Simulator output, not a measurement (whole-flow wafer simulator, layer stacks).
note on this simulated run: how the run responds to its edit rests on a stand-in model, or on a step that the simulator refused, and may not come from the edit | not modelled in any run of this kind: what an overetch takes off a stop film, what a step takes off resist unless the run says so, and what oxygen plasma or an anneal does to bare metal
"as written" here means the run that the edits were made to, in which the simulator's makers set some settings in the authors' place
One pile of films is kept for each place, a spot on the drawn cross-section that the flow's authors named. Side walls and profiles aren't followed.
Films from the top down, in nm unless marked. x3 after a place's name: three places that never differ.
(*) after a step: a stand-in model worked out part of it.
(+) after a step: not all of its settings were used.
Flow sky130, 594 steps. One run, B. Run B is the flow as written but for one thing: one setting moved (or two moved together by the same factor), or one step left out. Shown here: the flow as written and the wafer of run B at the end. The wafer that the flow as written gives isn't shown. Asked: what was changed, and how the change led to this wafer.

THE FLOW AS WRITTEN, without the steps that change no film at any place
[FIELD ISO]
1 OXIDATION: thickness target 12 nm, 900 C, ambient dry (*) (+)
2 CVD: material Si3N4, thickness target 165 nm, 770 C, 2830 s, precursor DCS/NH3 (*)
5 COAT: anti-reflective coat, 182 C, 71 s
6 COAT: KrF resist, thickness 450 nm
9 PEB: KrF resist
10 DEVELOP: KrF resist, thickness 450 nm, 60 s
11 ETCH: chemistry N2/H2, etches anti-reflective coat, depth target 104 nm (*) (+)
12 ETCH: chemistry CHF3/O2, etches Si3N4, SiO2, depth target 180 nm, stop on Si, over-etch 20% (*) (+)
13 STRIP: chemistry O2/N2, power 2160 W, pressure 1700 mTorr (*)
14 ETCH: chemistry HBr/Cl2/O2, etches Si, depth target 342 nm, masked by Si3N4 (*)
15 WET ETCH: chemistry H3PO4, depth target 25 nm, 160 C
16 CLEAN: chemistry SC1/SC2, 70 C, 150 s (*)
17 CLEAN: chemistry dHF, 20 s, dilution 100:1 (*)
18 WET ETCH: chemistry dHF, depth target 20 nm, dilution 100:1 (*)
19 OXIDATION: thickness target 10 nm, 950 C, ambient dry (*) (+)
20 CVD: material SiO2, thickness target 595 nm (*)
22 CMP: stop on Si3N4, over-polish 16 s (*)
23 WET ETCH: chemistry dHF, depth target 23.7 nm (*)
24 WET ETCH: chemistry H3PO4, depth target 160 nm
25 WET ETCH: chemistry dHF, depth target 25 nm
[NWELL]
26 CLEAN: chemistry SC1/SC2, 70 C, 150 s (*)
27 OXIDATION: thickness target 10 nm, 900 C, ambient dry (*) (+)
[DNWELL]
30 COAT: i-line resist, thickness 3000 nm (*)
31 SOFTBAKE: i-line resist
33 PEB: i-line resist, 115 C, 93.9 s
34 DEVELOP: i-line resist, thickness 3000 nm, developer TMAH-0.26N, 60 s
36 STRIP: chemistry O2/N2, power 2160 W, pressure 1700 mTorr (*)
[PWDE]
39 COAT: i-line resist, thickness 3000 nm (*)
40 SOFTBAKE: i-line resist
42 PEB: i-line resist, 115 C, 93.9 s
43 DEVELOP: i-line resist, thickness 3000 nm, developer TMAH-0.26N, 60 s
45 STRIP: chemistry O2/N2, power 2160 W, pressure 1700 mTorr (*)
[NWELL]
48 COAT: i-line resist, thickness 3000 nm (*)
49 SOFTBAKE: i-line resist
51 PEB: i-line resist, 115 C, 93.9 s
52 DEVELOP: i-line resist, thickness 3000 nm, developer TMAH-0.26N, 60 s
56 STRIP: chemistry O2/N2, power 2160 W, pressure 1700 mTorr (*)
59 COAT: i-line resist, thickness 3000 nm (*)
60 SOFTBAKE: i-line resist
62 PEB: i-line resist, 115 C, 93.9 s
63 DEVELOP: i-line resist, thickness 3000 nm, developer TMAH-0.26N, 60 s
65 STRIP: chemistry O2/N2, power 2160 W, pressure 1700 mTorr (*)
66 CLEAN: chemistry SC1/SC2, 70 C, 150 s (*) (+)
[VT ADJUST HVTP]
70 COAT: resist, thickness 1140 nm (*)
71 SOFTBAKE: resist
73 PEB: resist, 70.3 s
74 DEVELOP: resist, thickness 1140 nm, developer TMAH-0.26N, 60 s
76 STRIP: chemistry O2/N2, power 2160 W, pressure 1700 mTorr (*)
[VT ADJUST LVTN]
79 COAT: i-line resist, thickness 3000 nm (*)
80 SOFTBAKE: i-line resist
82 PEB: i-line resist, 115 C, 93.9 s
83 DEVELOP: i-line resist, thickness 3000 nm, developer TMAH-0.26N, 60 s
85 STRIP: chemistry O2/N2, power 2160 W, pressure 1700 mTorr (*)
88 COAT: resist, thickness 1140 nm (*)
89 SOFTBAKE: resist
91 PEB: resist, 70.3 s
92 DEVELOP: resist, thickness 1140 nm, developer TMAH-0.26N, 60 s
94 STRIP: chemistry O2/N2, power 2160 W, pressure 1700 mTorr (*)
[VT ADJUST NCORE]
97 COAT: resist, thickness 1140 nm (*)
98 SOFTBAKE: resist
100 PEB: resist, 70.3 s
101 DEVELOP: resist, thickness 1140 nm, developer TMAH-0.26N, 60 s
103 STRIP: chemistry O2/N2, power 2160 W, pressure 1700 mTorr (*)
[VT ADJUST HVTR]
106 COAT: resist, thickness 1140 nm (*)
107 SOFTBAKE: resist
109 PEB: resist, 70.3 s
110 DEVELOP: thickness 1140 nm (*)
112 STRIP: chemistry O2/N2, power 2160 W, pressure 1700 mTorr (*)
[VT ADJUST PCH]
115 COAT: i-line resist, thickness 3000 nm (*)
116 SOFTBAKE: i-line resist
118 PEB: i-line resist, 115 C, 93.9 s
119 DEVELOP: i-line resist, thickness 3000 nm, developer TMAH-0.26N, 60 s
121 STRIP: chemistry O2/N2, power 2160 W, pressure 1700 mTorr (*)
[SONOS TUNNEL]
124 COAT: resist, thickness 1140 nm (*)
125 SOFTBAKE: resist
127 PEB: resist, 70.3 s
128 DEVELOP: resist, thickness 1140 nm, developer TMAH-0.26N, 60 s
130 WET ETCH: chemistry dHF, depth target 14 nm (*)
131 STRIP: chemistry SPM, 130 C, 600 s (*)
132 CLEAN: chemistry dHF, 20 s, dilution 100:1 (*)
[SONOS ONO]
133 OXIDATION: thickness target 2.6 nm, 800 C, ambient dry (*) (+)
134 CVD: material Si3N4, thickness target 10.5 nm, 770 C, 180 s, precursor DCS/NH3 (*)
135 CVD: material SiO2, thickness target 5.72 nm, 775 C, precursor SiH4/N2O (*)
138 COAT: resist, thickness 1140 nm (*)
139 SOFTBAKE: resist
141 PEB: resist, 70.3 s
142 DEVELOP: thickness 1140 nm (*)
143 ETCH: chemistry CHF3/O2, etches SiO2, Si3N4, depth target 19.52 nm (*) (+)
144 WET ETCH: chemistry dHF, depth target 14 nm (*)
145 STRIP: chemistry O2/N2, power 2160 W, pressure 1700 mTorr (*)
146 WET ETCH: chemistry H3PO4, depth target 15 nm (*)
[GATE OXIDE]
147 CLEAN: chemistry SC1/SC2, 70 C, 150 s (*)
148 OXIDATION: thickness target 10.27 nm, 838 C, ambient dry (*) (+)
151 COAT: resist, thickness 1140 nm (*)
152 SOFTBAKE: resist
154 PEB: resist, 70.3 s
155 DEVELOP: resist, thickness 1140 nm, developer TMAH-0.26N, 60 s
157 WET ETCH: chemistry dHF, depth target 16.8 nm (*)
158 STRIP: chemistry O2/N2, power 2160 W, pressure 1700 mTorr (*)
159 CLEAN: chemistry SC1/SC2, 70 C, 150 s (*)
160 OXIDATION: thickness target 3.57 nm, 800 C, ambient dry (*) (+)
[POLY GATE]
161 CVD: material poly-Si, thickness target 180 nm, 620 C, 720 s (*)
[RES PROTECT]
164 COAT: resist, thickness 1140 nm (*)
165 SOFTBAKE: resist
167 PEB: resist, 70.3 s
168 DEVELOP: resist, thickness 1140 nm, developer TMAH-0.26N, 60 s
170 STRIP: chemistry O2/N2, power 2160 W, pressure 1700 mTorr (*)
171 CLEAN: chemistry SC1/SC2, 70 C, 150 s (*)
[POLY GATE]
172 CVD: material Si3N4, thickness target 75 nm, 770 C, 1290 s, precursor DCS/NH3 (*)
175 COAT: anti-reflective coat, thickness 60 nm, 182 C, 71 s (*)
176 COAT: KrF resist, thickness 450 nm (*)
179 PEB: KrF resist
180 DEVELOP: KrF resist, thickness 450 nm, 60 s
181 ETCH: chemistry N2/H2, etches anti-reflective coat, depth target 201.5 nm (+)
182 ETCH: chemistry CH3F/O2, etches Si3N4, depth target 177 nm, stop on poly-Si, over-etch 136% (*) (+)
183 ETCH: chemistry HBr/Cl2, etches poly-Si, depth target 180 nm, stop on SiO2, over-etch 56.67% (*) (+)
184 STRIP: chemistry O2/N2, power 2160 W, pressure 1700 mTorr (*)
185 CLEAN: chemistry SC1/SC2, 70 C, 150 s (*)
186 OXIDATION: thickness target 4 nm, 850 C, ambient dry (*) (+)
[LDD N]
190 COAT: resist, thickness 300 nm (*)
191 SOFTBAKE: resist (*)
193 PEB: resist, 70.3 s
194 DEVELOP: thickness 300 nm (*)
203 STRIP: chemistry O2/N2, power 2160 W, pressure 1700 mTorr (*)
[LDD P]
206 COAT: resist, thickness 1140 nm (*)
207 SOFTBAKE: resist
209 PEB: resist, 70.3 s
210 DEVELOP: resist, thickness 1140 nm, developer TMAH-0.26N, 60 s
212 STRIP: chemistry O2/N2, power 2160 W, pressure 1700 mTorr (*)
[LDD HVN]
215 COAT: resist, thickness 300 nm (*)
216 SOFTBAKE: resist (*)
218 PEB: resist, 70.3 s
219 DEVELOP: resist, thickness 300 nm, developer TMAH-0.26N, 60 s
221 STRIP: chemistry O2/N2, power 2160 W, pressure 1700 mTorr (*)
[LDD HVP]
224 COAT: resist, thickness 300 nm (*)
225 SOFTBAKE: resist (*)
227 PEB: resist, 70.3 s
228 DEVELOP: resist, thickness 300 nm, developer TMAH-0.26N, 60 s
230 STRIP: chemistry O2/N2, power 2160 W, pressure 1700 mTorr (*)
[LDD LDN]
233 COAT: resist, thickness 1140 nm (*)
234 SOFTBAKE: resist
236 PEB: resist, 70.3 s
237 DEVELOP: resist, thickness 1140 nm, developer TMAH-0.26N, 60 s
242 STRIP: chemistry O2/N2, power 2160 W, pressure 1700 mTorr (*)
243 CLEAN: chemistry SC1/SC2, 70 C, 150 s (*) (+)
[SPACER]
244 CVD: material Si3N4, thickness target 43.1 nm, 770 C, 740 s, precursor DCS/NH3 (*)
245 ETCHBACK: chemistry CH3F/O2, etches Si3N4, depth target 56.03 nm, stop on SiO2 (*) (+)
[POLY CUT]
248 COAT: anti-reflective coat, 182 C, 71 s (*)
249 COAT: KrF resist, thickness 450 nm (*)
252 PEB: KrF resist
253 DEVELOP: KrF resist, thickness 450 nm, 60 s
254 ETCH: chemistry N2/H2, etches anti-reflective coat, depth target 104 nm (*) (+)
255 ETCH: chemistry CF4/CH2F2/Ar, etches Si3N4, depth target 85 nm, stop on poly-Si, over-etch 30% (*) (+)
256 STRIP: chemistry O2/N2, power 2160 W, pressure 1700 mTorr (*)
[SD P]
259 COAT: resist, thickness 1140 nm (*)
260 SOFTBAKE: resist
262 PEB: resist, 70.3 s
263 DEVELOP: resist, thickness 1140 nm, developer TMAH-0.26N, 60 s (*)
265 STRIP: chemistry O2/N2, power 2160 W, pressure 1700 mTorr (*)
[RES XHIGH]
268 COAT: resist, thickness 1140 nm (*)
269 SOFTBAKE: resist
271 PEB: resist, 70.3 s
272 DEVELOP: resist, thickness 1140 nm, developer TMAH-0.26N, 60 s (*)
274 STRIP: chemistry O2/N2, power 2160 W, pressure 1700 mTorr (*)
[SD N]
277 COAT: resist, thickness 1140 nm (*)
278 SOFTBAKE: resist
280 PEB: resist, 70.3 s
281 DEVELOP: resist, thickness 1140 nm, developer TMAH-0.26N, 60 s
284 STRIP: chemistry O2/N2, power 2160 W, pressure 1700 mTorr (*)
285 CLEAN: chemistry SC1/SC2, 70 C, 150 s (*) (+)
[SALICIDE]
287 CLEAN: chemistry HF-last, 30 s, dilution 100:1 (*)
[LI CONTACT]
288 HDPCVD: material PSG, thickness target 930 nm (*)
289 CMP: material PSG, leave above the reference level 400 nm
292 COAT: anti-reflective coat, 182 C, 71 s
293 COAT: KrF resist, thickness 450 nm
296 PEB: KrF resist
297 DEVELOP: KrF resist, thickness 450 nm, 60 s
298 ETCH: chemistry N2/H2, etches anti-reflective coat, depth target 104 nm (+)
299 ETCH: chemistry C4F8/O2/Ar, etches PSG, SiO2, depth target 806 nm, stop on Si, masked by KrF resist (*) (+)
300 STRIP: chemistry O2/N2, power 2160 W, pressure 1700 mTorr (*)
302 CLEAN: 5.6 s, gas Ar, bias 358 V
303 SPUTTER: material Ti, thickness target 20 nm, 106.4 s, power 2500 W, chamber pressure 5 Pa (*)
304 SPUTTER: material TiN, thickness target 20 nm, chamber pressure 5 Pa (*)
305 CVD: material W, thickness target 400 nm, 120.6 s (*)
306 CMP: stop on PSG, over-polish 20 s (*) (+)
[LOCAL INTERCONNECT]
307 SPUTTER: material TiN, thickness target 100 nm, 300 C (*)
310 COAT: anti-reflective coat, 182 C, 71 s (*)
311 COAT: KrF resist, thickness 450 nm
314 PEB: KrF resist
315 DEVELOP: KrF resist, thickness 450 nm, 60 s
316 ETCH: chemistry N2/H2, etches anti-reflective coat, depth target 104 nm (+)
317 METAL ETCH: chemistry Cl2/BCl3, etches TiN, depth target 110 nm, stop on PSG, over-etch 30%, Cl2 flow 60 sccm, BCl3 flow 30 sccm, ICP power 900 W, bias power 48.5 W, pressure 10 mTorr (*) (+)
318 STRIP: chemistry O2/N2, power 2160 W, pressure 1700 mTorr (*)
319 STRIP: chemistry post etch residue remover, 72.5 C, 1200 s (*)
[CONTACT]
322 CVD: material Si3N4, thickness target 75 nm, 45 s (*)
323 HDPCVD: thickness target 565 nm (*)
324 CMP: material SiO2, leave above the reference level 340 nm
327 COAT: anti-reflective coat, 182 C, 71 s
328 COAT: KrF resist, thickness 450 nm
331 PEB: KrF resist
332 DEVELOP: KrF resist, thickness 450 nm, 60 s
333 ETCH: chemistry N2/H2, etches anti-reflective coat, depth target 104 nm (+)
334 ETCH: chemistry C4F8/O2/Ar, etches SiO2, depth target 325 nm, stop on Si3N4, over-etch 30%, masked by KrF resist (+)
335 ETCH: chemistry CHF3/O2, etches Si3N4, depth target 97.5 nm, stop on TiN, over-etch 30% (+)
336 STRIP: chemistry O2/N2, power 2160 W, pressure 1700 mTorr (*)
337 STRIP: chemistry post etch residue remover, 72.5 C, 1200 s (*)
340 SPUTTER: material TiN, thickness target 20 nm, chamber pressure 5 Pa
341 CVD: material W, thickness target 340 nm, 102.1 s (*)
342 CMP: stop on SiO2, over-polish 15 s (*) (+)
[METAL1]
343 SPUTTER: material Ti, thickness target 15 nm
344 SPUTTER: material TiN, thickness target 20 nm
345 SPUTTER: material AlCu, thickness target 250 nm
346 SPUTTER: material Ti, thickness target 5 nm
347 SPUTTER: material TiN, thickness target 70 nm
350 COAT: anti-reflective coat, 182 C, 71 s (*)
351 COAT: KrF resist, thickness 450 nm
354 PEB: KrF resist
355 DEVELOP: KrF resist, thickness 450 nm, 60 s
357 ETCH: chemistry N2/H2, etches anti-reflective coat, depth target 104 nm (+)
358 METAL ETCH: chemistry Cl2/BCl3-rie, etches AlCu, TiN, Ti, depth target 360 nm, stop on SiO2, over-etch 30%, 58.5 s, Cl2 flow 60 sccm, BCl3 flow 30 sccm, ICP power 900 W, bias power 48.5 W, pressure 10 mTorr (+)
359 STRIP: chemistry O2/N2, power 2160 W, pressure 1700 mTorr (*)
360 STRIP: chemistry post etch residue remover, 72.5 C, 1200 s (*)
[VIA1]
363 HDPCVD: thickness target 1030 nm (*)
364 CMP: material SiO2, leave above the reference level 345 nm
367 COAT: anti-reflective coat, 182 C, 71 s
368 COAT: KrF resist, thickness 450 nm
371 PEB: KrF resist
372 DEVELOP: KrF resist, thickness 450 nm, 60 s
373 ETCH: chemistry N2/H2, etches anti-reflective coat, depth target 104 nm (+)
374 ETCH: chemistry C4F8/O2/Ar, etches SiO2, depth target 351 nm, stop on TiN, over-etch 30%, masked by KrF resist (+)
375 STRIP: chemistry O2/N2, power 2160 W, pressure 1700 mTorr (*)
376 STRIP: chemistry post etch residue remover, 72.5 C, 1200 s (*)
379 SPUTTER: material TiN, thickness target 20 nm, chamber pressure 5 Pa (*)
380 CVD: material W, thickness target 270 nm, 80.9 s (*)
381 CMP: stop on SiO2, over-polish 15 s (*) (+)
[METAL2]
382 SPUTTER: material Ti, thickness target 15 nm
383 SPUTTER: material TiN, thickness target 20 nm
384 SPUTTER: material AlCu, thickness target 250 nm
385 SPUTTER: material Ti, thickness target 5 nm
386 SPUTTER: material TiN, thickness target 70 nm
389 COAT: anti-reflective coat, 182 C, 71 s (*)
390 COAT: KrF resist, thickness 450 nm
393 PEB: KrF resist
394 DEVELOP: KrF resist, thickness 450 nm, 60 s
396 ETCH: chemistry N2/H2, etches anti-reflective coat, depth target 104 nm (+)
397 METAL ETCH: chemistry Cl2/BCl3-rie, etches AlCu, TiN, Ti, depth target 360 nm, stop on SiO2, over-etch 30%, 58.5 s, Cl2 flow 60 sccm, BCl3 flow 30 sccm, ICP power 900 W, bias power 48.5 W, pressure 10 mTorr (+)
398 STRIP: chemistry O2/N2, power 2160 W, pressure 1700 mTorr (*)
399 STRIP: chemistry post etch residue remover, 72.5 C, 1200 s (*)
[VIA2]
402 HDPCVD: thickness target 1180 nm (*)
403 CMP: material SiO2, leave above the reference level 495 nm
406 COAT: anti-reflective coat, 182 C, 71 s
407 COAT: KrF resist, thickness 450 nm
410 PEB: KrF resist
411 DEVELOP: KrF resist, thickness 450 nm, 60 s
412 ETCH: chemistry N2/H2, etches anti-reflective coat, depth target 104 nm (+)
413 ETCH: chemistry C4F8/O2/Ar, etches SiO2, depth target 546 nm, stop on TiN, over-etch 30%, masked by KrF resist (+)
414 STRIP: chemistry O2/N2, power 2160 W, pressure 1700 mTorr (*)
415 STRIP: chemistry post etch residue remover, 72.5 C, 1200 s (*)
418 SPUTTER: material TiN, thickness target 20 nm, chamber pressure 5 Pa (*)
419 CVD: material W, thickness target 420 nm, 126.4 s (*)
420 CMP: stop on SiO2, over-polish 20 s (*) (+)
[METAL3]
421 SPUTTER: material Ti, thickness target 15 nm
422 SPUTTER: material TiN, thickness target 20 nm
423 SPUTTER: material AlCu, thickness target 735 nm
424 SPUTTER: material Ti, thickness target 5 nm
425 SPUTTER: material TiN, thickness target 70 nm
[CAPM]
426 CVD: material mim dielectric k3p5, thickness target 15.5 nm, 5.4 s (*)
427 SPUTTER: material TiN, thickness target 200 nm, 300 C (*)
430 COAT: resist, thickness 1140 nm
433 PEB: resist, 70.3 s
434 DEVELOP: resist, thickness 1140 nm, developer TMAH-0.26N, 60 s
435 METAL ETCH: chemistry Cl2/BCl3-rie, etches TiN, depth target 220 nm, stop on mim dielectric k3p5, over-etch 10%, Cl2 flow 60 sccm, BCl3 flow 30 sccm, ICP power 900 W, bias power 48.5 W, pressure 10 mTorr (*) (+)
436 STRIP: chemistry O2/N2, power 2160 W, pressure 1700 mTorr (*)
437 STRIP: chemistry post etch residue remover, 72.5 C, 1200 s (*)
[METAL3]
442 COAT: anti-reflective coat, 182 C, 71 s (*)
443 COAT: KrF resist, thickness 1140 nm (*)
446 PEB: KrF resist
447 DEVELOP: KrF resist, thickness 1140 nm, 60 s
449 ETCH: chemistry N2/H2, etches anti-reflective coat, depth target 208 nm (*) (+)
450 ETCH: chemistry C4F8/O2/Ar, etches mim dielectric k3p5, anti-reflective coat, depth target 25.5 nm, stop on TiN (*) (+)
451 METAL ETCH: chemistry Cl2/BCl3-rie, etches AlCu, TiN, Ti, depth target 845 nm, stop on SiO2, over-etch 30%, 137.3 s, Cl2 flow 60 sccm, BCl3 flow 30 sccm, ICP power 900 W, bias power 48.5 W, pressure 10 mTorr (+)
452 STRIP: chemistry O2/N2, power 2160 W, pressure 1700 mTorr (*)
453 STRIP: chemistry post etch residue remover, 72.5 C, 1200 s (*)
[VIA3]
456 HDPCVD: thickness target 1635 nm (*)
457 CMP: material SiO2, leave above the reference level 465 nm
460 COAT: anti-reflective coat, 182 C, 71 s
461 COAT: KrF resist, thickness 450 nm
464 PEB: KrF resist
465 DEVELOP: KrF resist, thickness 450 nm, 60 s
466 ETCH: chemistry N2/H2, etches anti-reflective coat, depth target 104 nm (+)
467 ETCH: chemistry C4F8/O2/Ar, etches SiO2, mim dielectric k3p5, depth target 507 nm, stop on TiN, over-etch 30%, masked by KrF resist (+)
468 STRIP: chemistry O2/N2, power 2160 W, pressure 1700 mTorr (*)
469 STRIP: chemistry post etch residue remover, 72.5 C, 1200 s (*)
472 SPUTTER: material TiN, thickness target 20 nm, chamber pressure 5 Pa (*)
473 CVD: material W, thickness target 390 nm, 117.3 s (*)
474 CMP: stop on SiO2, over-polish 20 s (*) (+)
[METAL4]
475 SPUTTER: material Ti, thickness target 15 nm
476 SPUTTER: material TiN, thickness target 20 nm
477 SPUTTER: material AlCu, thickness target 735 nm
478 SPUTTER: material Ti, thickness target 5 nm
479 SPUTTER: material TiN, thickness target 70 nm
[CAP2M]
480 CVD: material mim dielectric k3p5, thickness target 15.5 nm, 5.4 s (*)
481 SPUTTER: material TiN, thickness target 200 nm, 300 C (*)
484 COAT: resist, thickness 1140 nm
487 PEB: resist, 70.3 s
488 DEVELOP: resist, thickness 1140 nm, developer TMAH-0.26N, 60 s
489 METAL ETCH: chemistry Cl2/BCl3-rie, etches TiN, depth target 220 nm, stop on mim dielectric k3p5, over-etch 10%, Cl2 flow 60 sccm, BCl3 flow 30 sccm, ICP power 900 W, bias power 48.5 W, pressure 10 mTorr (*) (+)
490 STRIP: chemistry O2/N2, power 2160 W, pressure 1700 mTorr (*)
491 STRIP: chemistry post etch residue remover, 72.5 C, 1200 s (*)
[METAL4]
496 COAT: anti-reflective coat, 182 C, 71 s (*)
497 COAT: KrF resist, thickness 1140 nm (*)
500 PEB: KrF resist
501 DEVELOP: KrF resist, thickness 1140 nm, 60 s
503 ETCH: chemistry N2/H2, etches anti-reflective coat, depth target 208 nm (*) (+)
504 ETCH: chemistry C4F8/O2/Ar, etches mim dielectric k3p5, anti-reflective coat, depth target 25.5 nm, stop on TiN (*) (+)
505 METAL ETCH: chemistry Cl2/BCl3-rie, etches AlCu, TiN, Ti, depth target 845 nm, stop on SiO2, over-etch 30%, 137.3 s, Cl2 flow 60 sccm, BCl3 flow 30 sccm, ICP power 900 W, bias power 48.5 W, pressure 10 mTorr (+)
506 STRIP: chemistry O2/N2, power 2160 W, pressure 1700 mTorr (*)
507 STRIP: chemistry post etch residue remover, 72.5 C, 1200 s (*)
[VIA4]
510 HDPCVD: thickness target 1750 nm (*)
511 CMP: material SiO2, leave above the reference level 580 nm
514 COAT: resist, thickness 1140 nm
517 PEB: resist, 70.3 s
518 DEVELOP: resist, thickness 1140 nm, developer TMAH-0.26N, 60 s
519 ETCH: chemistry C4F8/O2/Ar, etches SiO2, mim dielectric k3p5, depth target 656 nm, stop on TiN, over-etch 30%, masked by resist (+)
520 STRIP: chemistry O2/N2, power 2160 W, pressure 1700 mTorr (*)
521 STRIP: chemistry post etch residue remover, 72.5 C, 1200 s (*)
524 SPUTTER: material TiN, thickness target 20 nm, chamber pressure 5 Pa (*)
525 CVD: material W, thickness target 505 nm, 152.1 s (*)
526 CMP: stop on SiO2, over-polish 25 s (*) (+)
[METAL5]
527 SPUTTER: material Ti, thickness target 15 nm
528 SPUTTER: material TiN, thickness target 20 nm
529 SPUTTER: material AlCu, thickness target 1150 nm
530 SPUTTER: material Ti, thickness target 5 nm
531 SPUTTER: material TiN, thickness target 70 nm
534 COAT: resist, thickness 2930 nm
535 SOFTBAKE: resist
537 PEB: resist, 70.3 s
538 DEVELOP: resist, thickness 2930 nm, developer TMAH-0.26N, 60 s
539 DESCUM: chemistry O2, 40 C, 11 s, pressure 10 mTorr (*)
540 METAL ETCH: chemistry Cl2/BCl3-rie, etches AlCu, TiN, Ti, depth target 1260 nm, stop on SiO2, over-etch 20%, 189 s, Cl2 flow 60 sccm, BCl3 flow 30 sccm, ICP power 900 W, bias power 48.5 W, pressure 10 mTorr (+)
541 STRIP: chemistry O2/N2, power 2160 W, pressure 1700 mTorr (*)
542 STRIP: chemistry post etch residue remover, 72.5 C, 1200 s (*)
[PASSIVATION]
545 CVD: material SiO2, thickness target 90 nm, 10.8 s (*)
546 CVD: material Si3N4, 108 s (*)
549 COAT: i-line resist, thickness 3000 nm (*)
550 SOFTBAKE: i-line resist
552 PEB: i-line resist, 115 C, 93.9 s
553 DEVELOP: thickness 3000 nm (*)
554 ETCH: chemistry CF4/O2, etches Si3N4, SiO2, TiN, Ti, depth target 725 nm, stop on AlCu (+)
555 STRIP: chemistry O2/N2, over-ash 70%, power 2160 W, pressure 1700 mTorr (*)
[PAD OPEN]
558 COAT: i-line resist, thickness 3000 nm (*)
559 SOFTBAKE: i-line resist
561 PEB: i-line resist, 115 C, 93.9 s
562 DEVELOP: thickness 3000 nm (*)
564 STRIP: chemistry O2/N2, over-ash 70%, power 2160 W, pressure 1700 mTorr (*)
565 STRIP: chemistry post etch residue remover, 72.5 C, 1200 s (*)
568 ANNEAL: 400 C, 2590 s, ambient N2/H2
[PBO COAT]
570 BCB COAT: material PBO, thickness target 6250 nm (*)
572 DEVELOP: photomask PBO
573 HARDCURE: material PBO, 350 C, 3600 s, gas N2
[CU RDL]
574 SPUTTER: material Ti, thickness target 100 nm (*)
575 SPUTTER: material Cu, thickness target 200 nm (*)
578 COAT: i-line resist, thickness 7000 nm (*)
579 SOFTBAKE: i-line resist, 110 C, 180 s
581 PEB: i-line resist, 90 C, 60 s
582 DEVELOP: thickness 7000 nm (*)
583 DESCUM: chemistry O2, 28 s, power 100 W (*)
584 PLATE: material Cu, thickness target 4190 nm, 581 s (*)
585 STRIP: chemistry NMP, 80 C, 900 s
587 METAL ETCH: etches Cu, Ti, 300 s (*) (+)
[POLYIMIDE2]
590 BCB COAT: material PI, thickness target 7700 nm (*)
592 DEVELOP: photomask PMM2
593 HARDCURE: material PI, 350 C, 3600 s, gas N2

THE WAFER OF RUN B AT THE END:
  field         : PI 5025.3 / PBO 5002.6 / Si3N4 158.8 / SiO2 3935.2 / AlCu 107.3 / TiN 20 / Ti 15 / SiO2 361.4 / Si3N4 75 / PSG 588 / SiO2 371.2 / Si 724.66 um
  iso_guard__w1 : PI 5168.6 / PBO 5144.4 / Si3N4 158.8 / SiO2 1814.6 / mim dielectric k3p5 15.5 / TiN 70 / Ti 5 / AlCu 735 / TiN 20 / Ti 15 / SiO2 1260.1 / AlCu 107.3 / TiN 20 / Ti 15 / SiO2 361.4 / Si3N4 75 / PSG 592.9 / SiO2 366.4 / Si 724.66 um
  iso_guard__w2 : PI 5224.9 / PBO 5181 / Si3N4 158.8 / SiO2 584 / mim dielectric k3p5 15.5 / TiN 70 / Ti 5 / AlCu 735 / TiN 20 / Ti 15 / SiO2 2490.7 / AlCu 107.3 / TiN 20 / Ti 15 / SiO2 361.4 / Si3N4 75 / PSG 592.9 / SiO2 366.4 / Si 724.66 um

The cause: step 358, METAL ETCH: depth target 162 nm was run, where the flow has depth target 360 nm; step 358, METAL ETCH: 26.3 s was run, where the flow has 58.5 s.

How the change led to this, step by step:
  358 METAL ETCH: chemistry Cl2/BCl3-rie, etches AlCu, TiN, Ti, depth target 360 nm, stop on SiO2, over-etch 30%, 58.5 s, Cl2 flow 60 sccm, BCl3 flow 30 sccm, ICP power 900 W, bias power 48.5 W, pressure 10 mTorr (+)
      field, active, gate and 81 more: TiN -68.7 (all of it), Ti -5 (all of it), AlCu -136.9 (as written it would be: TiN -68.7 (all of it), Ti -5 (all of it), AlCu -250 (all of it), TiN -20 (all of it), Ti -15 (all of it), SiO2 -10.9)
      n_well, p_well, gate_hv and 104 more: KrF resist -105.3 (as written it would be: KrF resist -234)
  359 STRIP: chemistry O2/N2, power 2160 W, pressure 1700 mTorr (*)
      n_well, p_well, gate_hv and 100 more: KrF resist -272.5 (all of it), anti-reflective coat -80 (all of it) (as written it would be: KrF resist -143.8 (all of it), anti-reflective coat -80 (all of it))
      poly_licon, ndiff_licon, ndiff_licon_cpp, rpo_hd_licon: KrF resist -272.6 (all of it), anti-reflective coat -80.5 (all of it) (as written it would be: KrF resist -143.9 (all of it), anti-reflective coat -80.5 (all of it))
  360 STRIP: chemistry post etch residue remover, 72.5 C, 1200 s (*)
      field, active, gate and 81 more: AlCu -5.72 (as written it would be: nothing)
  363 HDPCVD: thickness target 1030 nm (*)
      field, active, gate and 81 more: SiO2 +1030 (new film) (as written it would be: SiO2 +1030)
  364 CMP: material SiO2, leave above the reference level 345 nm
      field, active, gate and 81 more: SiO2 -542.3 (as written it would be: SiO2 -389.1)
Counting metal films that touch as one body, field has 1 body; the flow as written gives 0 bodies.
Counting metal films that touch as one body, iso_guard__w1 has 2 bodies (between them, from the top down: SiO2 1260.1); the flow as written gives 1 body.
Counting metal films that touch as one body, iso_guard__w2 has 2 bodies (between them, from the top down: SiO2 2490.7); the flow as written gives 1 body.
